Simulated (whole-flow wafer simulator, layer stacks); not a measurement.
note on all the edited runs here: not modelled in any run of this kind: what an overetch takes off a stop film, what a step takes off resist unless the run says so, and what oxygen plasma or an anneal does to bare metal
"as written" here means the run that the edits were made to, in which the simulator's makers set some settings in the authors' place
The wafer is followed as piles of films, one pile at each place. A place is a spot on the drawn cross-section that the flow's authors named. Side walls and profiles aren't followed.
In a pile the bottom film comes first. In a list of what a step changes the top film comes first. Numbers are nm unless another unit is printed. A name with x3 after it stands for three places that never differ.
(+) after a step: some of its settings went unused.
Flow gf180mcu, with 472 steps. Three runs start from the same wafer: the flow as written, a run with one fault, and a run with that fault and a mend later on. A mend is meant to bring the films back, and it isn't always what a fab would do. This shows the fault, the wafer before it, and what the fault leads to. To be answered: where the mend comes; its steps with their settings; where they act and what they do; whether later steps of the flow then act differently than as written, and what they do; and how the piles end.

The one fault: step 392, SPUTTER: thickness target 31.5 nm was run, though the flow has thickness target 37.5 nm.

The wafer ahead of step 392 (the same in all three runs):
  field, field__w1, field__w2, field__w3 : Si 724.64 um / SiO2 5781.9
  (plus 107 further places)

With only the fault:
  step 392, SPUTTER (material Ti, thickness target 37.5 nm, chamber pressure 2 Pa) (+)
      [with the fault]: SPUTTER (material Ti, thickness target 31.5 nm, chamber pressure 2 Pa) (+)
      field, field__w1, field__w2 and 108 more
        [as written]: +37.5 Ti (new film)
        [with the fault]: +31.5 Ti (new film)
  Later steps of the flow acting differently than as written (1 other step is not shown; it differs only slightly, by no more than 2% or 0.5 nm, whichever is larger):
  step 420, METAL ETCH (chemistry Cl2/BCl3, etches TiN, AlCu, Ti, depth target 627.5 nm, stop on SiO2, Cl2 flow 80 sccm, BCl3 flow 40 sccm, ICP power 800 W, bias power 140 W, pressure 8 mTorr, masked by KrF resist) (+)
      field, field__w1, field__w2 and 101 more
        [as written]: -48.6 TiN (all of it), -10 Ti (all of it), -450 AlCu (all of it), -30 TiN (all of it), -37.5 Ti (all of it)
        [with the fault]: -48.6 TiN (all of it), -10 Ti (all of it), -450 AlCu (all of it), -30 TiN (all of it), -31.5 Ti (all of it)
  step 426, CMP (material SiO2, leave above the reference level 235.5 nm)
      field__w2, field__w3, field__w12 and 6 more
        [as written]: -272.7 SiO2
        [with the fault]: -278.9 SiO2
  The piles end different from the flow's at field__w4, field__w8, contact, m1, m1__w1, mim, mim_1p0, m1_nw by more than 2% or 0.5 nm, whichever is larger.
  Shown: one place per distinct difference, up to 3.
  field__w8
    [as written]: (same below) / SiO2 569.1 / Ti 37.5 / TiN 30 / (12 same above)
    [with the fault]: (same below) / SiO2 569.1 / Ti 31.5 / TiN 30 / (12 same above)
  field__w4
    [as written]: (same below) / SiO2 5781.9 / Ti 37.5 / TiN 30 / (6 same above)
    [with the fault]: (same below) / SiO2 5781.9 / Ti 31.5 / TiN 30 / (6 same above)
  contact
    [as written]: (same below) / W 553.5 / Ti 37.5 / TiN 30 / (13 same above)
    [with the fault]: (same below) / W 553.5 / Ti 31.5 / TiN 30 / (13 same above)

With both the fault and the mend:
  After step 392 comes the mend.
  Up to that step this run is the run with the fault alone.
  step 392a, SPUTTER (material Ti, thickness target 6 nm, chamber pressure 2 Pa) (+) (a further turn of the flow's step 392, with different settings)
      field, field__w1, field__w2 and 108 more
        +6 Ti
  None of the later steps of the flow acts differently than as written at any place that is followed.
  At every place that both follow, the piles at the end match the flow's.
